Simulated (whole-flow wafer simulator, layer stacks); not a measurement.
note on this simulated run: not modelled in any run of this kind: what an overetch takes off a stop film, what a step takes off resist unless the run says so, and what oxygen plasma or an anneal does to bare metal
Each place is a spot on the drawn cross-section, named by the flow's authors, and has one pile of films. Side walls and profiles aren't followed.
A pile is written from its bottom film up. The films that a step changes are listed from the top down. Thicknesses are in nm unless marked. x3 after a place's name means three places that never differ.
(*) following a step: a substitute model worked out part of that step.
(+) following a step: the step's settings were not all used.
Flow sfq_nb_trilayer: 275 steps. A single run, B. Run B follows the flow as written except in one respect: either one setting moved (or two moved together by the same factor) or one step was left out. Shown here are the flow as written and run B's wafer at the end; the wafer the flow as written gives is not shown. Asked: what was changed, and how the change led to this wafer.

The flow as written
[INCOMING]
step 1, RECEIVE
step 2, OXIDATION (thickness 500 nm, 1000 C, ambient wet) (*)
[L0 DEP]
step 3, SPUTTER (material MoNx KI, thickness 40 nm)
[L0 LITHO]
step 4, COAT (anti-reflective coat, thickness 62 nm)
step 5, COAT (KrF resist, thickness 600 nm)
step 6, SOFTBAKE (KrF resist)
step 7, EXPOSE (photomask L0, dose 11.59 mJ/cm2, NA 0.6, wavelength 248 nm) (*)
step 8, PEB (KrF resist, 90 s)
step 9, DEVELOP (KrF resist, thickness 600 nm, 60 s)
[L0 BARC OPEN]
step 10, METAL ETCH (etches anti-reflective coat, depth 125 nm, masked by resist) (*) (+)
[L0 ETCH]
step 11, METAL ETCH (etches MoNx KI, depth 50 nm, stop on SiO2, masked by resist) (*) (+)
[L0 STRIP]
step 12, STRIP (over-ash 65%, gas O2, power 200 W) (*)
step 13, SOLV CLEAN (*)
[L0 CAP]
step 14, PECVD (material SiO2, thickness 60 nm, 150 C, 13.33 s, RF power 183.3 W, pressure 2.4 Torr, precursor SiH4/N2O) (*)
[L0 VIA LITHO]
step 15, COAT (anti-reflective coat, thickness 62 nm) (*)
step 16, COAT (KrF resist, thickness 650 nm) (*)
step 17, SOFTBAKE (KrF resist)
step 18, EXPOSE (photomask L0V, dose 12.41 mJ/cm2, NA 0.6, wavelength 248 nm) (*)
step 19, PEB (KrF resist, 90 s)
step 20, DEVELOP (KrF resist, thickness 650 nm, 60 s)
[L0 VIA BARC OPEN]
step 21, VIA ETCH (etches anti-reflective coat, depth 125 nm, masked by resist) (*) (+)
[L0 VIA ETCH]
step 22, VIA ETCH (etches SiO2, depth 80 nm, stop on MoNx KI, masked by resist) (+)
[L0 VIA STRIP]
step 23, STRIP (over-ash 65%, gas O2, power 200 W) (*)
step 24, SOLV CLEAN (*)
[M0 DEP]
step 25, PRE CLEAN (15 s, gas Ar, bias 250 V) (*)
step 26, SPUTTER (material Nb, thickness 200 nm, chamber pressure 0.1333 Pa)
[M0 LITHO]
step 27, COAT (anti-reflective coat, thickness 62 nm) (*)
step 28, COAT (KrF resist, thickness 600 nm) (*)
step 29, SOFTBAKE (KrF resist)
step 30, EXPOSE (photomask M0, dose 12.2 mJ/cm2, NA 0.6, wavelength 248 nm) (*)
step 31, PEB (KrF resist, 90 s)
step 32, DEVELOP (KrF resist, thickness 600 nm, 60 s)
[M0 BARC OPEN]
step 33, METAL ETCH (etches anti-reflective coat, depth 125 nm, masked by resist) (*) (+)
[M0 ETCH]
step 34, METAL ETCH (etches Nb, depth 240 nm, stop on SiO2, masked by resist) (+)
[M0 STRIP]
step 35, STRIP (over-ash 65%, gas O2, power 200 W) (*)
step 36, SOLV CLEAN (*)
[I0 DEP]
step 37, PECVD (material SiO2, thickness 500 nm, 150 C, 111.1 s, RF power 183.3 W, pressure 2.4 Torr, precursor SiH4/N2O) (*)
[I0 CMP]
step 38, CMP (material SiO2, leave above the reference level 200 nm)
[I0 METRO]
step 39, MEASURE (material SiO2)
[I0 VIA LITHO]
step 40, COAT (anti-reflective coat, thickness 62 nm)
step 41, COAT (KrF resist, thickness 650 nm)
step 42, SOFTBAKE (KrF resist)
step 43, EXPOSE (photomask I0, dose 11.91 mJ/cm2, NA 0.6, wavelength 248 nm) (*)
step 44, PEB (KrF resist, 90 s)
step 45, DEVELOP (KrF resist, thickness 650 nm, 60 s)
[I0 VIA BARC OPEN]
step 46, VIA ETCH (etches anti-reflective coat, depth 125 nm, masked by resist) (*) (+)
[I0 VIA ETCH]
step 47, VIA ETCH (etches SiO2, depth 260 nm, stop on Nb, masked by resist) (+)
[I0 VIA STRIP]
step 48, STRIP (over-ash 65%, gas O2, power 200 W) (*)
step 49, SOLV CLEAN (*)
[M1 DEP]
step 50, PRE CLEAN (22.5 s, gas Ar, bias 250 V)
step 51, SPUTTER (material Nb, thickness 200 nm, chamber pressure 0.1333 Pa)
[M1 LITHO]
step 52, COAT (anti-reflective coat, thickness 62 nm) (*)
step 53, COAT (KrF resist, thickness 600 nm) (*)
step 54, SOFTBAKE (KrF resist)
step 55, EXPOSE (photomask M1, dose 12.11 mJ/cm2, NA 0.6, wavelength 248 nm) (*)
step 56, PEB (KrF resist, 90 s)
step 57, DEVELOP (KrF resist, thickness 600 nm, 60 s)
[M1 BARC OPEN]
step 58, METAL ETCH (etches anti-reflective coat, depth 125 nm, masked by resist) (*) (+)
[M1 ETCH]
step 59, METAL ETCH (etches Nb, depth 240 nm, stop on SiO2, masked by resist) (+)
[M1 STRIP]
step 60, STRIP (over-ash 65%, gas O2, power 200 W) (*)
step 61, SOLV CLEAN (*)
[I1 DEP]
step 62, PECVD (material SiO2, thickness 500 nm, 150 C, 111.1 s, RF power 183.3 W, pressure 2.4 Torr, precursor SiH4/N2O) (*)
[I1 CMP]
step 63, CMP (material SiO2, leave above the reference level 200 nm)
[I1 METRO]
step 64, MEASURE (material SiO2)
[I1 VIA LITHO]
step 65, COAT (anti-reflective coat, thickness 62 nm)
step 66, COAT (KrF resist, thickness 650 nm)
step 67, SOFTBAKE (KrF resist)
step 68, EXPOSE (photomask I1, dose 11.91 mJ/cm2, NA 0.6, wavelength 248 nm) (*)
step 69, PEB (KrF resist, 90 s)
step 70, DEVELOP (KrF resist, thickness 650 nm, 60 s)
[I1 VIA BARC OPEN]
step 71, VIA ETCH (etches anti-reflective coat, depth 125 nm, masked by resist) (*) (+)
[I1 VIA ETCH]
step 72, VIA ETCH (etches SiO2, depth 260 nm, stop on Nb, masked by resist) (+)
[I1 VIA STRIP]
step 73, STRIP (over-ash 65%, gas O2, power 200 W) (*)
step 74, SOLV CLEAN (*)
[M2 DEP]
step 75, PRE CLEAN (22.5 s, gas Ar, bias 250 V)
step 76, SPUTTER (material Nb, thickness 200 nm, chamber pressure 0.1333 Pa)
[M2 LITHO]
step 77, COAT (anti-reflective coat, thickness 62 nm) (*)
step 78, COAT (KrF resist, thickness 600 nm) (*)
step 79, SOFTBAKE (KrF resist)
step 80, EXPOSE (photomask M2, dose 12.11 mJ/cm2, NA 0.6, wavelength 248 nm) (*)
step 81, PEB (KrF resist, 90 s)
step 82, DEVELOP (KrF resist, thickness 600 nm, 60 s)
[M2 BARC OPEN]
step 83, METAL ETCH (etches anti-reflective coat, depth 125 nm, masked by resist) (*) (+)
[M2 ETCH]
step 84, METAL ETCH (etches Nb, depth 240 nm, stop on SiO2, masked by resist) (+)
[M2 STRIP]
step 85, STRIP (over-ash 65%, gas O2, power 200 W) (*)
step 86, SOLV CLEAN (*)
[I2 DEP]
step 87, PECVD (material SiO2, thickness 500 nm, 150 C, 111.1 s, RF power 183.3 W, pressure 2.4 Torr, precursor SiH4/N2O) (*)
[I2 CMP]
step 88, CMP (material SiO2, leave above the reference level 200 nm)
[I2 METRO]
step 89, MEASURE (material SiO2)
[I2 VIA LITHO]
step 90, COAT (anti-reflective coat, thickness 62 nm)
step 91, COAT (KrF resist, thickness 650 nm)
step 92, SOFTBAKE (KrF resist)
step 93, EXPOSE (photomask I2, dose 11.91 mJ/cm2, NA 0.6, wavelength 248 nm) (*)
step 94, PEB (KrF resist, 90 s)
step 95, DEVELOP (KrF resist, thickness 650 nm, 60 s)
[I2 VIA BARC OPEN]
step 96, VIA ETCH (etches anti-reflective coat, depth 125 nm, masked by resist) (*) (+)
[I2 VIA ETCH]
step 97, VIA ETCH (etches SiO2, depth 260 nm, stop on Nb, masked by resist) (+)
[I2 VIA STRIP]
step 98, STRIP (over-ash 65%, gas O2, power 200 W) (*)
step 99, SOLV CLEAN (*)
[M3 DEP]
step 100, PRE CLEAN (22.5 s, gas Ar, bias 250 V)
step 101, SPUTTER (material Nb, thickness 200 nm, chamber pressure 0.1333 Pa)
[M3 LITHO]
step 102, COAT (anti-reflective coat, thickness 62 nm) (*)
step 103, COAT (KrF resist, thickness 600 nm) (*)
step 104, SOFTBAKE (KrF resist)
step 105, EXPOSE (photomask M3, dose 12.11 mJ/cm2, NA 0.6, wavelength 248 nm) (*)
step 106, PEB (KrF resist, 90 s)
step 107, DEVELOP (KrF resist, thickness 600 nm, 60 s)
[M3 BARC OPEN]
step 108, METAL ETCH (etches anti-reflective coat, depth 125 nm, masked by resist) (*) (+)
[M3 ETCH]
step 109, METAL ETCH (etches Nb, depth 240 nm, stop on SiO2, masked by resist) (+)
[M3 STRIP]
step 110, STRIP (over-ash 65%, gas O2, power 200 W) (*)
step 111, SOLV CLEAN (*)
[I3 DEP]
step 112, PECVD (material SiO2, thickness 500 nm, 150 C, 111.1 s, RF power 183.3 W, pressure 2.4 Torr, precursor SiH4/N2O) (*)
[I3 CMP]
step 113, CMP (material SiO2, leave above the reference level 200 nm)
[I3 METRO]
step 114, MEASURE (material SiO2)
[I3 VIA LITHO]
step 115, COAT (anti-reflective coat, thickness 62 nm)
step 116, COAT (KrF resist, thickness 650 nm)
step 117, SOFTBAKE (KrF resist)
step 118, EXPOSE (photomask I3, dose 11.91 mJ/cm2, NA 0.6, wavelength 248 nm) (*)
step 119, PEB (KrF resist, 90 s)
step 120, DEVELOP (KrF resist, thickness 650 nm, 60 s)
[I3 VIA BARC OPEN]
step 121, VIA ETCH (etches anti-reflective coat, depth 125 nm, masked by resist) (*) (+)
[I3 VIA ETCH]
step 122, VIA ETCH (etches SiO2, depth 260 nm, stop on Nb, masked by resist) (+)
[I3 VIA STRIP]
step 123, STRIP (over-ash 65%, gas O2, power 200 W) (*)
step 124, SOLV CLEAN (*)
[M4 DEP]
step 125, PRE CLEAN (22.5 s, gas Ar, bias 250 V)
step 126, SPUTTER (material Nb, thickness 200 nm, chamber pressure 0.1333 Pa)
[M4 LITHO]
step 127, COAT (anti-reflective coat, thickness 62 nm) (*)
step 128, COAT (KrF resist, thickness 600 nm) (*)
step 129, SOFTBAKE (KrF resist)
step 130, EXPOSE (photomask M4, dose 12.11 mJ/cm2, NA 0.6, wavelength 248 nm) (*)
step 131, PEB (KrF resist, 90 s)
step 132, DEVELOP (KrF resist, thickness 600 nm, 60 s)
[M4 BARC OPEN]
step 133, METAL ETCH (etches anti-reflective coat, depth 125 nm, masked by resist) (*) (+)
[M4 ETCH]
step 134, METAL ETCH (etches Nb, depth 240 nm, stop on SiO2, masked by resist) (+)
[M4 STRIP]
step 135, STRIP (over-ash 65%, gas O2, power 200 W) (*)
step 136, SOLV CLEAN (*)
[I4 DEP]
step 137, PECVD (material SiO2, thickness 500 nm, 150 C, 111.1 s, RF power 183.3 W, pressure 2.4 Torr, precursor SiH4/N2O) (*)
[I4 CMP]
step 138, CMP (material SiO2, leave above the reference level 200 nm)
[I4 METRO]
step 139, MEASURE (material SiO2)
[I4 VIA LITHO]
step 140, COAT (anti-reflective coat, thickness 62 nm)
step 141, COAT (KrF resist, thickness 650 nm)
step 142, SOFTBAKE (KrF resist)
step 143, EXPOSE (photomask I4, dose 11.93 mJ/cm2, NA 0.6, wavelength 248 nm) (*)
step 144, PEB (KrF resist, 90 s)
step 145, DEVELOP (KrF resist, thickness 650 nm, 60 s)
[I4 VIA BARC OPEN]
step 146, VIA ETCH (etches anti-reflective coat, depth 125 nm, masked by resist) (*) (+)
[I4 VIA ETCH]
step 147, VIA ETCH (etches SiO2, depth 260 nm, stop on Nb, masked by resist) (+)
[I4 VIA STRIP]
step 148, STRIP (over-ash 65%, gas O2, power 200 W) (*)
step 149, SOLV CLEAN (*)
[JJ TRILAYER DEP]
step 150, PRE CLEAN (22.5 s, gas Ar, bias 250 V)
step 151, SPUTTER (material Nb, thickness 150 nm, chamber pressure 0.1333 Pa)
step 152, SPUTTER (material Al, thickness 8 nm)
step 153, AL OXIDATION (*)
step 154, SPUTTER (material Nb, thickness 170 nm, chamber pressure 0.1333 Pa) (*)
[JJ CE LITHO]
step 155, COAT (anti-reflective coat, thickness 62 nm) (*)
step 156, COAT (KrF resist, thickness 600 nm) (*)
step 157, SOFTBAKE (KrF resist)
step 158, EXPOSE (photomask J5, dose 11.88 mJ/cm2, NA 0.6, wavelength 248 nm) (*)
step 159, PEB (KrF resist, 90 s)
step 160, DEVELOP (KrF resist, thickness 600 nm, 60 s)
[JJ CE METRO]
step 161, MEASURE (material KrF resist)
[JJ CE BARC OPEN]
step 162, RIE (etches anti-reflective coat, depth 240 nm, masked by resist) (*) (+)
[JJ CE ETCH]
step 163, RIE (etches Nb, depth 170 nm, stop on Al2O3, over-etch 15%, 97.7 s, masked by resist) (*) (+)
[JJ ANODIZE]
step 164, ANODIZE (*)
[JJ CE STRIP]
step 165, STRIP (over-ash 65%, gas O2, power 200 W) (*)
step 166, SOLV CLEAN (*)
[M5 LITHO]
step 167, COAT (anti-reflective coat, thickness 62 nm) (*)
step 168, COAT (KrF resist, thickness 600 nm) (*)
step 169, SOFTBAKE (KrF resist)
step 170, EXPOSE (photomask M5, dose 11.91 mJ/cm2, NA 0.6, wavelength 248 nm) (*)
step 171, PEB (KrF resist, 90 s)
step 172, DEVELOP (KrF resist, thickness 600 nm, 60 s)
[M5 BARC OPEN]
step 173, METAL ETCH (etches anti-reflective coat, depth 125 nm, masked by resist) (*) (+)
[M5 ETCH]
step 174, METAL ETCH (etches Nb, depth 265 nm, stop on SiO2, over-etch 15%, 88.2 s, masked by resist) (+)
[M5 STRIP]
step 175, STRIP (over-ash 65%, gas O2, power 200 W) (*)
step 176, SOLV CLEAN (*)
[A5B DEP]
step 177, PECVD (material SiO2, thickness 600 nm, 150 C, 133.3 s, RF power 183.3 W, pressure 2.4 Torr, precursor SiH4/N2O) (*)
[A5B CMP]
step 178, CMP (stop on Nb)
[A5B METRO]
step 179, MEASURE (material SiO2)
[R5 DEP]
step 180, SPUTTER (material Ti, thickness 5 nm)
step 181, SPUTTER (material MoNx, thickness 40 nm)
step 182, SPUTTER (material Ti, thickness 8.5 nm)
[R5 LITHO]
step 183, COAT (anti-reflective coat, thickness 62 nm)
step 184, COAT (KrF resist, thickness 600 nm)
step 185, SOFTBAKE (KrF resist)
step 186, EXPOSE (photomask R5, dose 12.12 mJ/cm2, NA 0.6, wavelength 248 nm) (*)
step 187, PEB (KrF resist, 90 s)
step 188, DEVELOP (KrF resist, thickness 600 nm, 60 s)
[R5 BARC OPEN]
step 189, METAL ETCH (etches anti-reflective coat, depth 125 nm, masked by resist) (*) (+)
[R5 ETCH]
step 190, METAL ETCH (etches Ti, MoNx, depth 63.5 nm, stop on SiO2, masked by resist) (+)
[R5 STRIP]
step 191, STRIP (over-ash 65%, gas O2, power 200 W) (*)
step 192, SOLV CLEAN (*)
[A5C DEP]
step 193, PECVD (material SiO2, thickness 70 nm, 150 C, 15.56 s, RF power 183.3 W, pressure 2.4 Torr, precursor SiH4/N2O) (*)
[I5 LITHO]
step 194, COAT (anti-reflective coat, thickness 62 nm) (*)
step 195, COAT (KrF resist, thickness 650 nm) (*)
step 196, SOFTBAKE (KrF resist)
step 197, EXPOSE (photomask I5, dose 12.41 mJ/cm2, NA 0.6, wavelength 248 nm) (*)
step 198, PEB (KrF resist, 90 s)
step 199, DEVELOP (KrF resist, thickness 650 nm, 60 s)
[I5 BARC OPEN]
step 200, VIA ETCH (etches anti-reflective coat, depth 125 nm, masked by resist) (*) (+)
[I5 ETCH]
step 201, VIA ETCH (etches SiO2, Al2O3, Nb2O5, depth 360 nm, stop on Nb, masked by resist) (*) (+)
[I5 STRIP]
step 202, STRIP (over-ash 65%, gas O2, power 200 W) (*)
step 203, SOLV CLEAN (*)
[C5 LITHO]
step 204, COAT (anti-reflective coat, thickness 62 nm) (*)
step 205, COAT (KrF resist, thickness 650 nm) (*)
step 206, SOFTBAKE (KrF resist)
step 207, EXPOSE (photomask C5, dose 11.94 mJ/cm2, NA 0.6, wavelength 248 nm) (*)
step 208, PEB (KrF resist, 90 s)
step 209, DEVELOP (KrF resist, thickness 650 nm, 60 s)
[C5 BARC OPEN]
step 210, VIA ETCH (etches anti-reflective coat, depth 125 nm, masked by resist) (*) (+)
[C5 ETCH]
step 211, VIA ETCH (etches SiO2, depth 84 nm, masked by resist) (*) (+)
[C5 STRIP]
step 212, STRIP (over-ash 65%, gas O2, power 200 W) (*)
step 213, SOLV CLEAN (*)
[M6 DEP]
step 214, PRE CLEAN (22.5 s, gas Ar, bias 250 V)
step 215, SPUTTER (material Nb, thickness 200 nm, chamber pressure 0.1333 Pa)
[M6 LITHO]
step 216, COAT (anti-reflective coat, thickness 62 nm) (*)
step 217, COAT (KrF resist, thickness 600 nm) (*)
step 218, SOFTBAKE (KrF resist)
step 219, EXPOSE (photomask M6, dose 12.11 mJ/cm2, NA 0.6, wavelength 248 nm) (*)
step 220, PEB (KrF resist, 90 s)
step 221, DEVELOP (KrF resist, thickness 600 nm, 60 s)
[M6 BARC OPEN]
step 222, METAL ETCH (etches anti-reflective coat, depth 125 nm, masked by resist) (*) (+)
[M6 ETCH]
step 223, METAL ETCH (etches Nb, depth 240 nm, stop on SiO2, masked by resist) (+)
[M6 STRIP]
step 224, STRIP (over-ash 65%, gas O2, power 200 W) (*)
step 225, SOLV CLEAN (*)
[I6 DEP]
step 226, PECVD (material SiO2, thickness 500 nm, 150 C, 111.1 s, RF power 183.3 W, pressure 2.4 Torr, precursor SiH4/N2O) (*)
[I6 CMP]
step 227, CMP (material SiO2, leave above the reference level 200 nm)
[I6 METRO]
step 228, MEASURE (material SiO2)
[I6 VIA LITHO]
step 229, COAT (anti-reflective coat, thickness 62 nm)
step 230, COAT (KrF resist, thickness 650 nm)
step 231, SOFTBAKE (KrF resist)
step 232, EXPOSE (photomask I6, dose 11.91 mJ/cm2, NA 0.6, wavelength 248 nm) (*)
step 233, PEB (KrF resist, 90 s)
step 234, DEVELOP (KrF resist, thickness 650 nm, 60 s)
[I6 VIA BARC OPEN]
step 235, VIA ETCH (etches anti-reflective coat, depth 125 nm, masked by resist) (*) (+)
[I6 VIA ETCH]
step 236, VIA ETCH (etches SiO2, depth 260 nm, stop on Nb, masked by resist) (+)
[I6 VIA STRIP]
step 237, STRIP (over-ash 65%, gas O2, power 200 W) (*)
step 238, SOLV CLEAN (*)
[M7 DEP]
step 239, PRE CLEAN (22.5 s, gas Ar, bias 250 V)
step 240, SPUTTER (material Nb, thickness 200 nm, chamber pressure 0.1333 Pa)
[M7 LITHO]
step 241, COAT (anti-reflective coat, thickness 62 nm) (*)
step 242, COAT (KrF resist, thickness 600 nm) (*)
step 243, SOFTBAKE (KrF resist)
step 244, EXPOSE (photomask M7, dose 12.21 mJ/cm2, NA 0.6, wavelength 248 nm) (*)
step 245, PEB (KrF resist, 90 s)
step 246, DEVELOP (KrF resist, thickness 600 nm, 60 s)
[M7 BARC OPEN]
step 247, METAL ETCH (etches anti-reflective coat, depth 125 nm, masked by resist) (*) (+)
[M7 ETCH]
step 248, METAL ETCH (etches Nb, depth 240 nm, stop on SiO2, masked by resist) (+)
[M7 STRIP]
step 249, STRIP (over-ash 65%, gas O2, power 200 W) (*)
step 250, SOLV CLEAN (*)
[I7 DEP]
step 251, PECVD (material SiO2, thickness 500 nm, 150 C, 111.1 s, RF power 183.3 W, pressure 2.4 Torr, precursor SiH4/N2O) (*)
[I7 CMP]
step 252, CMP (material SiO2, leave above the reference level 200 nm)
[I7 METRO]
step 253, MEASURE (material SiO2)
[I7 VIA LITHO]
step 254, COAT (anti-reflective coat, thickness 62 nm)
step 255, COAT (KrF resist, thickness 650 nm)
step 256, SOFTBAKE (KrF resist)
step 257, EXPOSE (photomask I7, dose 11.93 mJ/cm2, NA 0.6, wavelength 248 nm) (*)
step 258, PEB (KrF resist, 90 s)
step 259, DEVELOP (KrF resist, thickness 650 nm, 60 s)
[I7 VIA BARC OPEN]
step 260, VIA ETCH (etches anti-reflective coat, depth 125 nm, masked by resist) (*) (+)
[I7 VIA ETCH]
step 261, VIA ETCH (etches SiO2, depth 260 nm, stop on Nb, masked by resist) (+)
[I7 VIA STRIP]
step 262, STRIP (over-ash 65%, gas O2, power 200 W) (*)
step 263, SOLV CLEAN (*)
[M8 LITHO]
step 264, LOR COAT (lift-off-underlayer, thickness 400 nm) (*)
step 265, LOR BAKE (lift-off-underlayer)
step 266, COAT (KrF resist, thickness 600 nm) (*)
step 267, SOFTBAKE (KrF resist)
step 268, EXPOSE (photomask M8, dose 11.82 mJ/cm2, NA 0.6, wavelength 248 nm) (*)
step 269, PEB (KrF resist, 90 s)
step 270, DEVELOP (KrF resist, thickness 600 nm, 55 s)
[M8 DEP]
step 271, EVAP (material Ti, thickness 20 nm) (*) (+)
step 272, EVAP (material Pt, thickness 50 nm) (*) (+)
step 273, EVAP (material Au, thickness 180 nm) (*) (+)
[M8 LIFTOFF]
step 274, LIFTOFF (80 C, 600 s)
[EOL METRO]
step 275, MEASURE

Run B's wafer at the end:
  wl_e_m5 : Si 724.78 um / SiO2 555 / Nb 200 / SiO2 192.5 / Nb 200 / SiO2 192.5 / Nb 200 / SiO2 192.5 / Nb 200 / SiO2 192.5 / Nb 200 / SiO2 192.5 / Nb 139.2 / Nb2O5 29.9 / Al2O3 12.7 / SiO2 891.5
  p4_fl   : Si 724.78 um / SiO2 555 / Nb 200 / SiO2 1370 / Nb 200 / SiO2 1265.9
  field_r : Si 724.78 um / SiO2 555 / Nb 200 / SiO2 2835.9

What caused this: step 240, SPUTTER: thickness 90 nm was run, though the flow has thickness 200 nm.

How this came from the change, step by step:
  step 240, SPUTTER (material Nb, thickness 200 nm, chamber pressure 0.1333 Pa)
      field_l, v_sur, via_wl and 102 more: +90 Nb (new film) (it would be, as written: +200 Nb (new film))
      via_v: +72.4 Nb (it would be, as written: +161.1 Nb)
  step 241, COAT (anti-reflective coat, thickness 62 nm) (*)
      via_v: +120 anti-reflective coat (new film) (it would be, as written: +126 anti-reflective coat (new film))
  step 248, METAL ETCH (etches Nb, depth 240 nm, stop on SiO2, masked by resist) (+)
      field_l, field_r, lsp_l and 62 more: -90 Nb (all of it) (it would be, as written: -200 Nb (all of it))
      v_sur, via_wl, via_w and 38 more: -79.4 KrF resist (it would be, as written: -141.2 KrF resist)
  step 249, STRIP (over-ash 65%, gas O2, power 200 W) (*)
      wl_j_sl, wl_jj, wl_j_sr and 14 more: -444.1 KrF resist (all of it), -62 anti-reflective coat (all of it) (it would be, as written: -382.4 KrF resist (all of it), -62 anti-reflective coat (all of it))
      ln_m5, lsp_m: -443.7 KrF resist (all of it), -61.8 anti-reflective coat (all of it) (it would be, as written: -381.9 KrF resist (all of it), -61.8 anti-reflective coat (all of it))
      (also at 22 further places)
  step 251, PECVD (material SiO2, thickness 500 nm, 150 C, 111.1 s, RF power 183.3 W, pressure 2.4 Torr, precursor SiH4/N2O) (*)
      field_r, lsp_l: +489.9 SiO2 (it would be, as written: +477.7 SiO2)
      m7r_space_l, m7r_space_r: +500 SiO2 (it would be, as written: +557.1 SiO2)
      (also at 1 further place)
  step 252, CMP (material SiO2, leave above the reference level 200 nm)
      field_l, p4_fl, p4_fm and 56 more: -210 SiO2 (it would be, as written: -100 SiO2)
      field_r, lsp_l: -199.9 SiO2 (it would be, as written: -77.7 SiO2)
      (also at 5 further places)
